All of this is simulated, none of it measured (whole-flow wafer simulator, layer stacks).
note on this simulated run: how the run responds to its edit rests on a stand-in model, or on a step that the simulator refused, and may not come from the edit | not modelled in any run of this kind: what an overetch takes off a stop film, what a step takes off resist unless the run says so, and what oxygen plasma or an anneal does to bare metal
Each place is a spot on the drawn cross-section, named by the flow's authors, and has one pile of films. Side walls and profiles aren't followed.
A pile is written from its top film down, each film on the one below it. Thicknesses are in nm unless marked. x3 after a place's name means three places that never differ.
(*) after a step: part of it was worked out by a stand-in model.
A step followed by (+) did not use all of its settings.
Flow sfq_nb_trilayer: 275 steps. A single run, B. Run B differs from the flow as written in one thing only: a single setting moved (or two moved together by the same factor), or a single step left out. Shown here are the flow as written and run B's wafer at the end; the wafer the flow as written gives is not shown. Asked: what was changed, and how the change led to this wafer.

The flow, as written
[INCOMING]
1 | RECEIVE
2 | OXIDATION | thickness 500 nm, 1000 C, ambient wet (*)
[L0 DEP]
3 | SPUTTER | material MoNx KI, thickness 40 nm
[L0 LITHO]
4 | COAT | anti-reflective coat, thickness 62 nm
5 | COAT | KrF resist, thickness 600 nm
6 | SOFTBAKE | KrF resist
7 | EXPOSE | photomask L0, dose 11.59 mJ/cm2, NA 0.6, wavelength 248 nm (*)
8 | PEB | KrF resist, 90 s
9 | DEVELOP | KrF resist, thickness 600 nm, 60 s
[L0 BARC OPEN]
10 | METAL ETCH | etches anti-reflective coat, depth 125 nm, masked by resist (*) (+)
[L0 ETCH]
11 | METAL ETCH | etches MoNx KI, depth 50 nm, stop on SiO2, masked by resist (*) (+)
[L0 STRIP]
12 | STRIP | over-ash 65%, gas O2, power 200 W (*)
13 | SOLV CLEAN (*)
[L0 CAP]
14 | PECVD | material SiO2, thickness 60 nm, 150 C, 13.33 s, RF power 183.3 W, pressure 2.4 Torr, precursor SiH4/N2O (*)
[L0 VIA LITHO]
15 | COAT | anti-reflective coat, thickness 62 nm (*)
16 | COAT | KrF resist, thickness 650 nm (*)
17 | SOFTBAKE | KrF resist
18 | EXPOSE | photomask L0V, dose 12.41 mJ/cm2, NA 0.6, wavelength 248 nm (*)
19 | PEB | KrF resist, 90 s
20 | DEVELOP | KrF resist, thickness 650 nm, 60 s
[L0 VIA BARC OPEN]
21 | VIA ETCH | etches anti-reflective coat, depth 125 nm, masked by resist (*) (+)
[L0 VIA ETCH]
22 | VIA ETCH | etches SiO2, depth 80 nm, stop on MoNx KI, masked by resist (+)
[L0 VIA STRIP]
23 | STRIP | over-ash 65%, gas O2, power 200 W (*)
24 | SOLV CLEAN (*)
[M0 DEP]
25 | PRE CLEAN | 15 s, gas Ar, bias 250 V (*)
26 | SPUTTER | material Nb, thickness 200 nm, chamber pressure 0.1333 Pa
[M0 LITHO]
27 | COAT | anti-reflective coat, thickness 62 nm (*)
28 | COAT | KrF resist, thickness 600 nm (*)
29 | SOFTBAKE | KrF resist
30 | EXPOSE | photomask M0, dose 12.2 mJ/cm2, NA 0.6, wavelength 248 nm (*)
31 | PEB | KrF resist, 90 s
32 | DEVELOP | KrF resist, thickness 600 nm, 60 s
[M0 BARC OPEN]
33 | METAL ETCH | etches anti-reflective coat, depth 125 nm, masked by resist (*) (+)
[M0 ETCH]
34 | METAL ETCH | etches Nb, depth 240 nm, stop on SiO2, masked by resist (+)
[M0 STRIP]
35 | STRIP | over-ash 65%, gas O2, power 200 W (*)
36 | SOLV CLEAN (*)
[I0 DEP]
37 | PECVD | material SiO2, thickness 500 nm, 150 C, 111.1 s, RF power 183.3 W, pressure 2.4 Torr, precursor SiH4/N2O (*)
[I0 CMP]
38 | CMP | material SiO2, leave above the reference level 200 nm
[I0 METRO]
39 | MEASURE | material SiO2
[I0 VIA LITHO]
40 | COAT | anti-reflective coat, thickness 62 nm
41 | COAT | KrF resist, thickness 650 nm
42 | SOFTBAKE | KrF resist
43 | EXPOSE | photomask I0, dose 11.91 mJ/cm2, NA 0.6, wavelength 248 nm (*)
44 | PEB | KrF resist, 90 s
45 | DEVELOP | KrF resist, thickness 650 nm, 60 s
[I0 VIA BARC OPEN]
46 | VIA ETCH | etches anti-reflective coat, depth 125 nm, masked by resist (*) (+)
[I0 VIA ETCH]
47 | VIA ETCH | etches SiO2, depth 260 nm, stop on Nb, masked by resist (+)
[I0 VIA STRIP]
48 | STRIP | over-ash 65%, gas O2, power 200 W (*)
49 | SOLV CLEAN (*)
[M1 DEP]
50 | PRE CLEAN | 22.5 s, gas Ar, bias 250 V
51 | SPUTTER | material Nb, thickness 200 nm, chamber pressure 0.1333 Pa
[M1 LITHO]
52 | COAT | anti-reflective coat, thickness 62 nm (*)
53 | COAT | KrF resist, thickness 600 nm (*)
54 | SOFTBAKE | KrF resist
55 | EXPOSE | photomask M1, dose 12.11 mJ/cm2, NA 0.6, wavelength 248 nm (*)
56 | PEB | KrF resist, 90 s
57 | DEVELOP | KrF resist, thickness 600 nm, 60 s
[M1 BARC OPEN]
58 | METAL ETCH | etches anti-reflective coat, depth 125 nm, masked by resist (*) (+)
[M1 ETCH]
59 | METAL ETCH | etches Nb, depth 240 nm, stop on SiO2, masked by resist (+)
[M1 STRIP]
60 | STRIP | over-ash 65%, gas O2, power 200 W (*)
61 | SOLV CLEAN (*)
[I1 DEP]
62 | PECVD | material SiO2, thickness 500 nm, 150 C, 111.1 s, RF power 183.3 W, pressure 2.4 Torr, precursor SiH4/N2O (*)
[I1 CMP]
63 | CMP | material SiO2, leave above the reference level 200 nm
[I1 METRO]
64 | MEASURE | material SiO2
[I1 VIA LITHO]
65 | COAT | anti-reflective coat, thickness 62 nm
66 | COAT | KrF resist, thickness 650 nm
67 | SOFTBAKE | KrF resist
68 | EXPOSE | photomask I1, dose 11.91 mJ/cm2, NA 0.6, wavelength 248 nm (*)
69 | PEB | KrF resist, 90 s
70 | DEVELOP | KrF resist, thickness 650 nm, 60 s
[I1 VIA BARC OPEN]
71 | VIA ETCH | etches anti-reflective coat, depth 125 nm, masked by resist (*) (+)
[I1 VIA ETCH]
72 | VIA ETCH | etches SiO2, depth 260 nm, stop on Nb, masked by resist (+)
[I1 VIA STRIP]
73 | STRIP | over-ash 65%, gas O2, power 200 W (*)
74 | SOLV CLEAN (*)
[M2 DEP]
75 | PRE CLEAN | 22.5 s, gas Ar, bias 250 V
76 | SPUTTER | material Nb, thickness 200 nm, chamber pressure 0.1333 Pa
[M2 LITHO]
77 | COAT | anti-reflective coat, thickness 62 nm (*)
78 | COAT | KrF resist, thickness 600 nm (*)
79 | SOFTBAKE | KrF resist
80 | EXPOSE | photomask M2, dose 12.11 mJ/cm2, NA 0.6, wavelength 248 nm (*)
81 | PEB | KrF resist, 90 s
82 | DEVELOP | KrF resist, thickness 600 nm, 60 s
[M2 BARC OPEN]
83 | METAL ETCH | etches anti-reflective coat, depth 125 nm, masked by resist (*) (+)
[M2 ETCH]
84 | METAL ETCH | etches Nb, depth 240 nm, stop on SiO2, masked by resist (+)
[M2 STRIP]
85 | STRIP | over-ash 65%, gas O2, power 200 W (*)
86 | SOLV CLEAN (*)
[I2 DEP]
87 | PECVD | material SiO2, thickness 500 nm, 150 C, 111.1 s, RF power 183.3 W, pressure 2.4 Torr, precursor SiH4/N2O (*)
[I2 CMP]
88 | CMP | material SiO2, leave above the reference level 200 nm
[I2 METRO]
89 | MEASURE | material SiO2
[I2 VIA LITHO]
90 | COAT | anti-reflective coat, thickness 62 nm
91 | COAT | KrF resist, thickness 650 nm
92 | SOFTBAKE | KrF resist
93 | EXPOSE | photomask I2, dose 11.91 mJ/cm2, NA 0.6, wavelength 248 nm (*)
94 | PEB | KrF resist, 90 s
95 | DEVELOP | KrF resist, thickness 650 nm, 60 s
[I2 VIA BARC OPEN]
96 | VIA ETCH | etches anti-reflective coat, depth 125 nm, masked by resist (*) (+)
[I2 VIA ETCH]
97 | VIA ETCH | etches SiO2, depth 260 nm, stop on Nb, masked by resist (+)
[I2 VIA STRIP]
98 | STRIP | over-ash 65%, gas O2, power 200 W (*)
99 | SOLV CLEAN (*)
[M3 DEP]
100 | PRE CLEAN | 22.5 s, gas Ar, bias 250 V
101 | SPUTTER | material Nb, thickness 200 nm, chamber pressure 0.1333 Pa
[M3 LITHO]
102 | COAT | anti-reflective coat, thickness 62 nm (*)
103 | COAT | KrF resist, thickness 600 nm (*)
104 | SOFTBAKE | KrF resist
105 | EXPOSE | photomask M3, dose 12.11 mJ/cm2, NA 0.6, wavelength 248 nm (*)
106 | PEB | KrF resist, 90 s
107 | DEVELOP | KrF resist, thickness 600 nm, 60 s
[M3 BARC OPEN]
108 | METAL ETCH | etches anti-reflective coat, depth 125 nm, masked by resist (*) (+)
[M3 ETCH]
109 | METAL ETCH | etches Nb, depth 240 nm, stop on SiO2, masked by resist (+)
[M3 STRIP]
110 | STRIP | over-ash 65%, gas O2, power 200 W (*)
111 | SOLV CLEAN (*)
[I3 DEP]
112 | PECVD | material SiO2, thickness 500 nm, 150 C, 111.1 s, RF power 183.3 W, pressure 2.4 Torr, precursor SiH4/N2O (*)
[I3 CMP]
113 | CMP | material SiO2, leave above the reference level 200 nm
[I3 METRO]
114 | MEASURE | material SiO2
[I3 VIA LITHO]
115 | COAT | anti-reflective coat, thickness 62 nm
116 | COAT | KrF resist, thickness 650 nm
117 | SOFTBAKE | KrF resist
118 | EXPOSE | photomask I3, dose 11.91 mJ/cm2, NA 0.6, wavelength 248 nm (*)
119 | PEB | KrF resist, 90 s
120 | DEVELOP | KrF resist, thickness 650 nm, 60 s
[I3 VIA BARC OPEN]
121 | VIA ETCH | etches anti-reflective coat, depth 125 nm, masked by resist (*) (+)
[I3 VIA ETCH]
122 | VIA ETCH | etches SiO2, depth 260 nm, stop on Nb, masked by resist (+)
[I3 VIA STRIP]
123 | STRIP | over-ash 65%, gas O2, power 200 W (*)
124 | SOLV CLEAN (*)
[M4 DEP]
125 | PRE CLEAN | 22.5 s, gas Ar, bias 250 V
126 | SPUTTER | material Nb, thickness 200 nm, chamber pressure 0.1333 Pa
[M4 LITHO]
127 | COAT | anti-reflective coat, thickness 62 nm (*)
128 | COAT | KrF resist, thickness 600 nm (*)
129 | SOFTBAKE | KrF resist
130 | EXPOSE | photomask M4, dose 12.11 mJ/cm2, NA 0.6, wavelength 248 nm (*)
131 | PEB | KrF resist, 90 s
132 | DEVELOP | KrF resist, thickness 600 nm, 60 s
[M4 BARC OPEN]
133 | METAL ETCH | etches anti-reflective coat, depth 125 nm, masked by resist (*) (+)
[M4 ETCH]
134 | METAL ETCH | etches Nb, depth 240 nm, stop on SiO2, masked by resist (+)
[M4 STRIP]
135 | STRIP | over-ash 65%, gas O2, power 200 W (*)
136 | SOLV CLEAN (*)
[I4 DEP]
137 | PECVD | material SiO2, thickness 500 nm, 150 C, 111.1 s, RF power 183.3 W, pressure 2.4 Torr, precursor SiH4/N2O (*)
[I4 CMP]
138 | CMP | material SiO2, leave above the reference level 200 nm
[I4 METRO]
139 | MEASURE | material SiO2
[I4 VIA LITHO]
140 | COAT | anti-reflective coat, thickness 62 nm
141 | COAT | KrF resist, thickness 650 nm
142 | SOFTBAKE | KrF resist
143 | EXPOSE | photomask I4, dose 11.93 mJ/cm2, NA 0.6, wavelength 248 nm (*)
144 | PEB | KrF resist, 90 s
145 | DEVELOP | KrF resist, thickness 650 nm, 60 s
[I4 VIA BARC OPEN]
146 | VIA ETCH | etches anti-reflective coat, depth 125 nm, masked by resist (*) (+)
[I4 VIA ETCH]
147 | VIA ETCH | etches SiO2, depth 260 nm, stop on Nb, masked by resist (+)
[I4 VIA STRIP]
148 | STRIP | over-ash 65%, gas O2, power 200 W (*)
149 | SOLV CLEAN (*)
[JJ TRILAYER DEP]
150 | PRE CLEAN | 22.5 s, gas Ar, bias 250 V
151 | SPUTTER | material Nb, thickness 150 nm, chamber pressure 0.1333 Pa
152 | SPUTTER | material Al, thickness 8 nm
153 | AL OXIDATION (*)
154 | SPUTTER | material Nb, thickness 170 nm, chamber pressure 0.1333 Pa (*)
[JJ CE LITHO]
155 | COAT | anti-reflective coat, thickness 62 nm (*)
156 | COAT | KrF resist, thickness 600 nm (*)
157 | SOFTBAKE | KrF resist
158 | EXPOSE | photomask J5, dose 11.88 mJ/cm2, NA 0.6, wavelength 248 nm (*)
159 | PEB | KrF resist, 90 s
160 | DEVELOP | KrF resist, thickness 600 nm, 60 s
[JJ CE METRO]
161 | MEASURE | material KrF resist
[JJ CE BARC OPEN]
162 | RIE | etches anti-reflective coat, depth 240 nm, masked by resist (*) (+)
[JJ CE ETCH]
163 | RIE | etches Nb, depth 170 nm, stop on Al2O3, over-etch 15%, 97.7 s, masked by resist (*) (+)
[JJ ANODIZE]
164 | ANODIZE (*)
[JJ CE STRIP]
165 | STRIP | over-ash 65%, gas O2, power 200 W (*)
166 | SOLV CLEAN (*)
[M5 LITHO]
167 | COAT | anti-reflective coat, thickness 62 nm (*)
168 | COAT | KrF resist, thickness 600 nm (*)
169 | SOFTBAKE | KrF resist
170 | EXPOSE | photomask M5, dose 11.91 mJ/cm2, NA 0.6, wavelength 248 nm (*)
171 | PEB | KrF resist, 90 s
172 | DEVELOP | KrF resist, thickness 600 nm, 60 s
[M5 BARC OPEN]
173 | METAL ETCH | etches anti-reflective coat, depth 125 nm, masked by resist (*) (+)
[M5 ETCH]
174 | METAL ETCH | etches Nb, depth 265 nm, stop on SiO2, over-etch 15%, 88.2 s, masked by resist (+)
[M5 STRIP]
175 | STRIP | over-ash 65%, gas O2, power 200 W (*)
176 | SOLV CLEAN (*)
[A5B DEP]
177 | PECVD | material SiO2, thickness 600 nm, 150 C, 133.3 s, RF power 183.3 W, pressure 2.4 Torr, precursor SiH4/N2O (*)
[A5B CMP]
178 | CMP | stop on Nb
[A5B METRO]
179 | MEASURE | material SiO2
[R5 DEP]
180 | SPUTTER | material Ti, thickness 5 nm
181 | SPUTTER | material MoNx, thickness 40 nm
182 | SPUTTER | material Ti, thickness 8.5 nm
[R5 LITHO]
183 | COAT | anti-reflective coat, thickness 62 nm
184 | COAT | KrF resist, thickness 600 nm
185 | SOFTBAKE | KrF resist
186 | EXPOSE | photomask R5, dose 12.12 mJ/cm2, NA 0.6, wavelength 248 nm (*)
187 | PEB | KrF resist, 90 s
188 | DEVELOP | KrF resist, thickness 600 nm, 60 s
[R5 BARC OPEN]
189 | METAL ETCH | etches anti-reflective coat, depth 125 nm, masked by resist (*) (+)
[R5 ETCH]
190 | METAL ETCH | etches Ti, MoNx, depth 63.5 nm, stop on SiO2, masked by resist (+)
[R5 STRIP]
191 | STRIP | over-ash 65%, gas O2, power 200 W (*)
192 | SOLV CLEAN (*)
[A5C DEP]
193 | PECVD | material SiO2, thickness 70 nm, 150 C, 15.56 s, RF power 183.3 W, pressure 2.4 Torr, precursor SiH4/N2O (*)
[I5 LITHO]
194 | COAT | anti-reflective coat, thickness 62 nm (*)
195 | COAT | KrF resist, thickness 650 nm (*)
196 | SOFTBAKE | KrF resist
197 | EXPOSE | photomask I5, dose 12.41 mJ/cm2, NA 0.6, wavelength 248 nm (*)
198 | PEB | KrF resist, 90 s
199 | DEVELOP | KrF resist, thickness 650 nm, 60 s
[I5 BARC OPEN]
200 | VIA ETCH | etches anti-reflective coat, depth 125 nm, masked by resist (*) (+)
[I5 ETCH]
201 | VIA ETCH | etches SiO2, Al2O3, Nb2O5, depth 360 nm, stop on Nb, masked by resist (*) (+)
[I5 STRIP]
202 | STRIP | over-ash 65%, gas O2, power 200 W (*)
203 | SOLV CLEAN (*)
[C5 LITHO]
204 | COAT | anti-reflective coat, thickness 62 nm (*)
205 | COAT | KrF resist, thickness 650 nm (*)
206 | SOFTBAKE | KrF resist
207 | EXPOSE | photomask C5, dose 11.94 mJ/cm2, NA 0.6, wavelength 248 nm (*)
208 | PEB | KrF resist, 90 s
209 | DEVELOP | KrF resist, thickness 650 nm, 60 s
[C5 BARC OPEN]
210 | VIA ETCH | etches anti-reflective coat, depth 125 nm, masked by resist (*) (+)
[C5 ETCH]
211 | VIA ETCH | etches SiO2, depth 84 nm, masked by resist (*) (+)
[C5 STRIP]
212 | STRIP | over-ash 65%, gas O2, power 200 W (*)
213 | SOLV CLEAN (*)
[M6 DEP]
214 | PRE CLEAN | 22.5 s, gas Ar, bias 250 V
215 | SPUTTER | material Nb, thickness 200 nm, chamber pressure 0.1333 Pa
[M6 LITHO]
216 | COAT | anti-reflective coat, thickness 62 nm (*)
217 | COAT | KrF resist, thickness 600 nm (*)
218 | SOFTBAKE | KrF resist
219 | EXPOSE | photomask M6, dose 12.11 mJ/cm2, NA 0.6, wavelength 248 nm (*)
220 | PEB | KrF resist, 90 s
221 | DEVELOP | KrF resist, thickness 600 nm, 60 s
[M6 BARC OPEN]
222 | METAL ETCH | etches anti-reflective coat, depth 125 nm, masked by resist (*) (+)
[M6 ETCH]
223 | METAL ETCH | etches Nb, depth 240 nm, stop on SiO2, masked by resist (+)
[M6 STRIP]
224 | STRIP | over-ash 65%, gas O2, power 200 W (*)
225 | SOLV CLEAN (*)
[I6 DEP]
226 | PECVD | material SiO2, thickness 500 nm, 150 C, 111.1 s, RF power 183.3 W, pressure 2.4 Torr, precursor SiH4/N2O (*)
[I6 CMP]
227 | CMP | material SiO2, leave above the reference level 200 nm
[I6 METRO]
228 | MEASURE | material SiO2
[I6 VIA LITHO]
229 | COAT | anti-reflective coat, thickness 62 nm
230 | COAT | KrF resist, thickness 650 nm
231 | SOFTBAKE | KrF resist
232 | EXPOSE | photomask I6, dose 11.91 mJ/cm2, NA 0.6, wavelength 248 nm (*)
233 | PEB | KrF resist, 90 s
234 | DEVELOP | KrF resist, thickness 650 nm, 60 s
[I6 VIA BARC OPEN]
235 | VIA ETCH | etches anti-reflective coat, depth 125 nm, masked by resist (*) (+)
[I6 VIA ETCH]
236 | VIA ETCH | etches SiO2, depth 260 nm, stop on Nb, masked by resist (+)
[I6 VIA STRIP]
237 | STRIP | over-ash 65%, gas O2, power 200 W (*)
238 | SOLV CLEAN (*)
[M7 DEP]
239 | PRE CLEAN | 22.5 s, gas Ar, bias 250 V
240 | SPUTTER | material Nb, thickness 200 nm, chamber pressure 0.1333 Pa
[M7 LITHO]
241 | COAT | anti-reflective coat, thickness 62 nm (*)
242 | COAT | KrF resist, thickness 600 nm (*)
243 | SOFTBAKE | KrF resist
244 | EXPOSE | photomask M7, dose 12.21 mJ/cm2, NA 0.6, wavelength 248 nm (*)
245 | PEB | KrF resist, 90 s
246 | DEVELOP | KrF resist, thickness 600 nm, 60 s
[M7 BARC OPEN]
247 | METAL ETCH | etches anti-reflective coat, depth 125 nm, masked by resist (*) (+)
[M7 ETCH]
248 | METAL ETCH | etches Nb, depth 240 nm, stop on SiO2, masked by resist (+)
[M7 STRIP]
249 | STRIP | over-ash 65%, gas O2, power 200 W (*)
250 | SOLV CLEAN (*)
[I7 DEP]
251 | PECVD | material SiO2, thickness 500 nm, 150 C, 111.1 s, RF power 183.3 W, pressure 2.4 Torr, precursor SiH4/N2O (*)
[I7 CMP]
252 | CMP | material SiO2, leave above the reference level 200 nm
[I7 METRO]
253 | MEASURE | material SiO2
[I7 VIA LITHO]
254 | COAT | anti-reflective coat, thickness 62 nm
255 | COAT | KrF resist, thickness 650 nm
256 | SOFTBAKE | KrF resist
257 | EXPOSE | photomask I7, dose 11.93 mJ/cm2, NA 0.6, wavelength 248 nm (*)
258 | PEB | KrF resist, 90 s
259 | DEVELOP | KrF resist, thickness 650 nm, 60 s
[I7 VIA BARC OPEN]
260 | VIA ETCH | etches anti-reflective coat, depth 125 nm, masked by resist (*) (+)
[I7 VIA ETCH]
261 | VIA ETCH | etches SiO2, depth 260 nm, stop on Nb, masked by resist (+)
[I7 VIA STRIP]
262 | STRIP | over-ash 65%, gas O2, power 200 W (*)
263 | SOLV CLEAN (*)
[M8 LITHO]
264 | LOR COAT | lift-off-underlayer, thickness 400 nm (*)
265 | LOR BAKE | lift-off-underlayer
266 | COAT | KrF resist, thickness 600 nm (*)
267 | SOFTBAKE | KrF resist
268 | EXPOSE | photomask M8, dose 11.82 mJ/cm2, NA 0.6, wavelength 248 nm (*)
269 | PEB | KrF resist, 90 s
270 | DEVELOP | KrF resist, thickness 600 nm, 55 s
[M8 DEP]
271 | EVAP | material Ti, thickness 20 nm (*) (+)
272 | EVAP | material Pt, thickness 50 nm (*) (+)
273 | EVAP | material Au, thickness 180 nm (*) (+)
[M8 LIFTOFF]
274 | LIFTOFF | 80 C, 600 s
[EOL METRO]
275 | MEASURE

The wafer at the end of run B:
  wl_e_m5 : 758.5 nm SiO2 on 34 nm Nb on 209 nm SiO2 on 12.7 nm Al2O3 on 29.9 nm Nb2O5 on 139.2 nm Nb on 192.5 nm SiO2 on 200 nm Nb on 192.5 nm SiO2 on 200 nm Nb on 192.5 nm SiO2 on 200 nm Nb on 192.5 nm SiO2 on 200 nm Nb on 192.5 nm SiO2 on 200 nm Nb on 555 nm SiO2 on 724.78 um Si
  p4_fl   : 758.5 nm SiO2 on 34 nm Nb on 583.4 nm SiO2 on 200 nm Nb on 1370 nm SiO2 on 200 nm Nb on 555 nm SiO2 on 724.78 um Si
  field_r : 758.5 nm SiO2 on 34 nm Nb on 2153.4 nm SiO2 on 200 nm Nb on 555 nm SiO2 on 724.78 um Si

The reason: step 223, METAL ETCH: depth 166 nm was run, though the flow has depth 240 nm.

How this came from the change, step by step:
  223 | METAL ETCH | etches Nb, depth 240 nm, stop on SiO2, masked by resist (+)
      field_l, gap, moat and 76 more: -166 Nb (it would be, as written: -200 Nb (all of it))
      v_sur, via_wl, via_w and 24 more: -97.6 KrF resist (it would be, as written: -141.2 KrF resist)
  224 | STRIP | over-ash 65%, gas O2, power 200 W (*)
      wl_j_sl, wl_j_sr: -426 KrF resist (all of it), -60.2 anti-reflective coat (all of it) (it would be, as written: -382.5 KrF resist (all of it), -60.2 anti-reflective coat (all of it))
      wl_c_m6, wl_f_m6: -425.8 KrF resist (all of it), -62 anti-reflective coat (all of it) (it would be, as written: -382.3 KrF resist (all of it), -62 anti-reflective coat (all of it))
      (and at 23 other places as well)
  226 | PECVD | material SiO2, thickness 500 nm, 150 C, 111.1 s, RF power 183.3 W, pressure 2.4 Torr, precursor SiH4/N2O (*)
      field_l, p4_fl, p4_fm and 62 more: +500 SiO2 (new film) (it would be, as written: +500 SiO2)
      moat, field_r, lsp_l, ln_m5, lsp_m: +494.7 SiO2 (new film) (it would be, as written: +493.6 SiO2)
      (and at 9 other places as well)
  227 | CMP | material SiO2, leave above the reference level 200 nm
      field_l, p4_fl, p4_fm and 59 more: -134 SiO2 (it would be, as written: -100 SiO2)
      moat, field_r, lsp_l, ln_m5, lsp_m: -128.7 SiO2 (it would be, as written: -93.6 SiO2)
      (and at 8 other places as well)
If metal films that touch count as one body, wl_e_m5 has 7 bodies (between them, from the top down: SiO2 209 / Al2O3 12.7 / Nb2O5 29.9; SiO2 192.5; SiO2 192.5; SiO2 192.5; SiO2 192.5; SiO2 192.5); the flow as written gives 6 bodies (between them, from the top down: SiO2 192.5; SiO2 192.5; SiO2 192.5; SiO2 192.5; SiO2 192.5).
If metal films that touch count as one body, p4_fl has 3 bodies (between them, from the top down: SiO2 583.4; SiO2 1370); the flow as written gives 2 bodies (between them, from the top down: SiO2 1370).
If metal films that touch count as one body, field_r has 2 bodies (between them, from the top down: SiO2 2153.4); the flow as written gives 1 body.
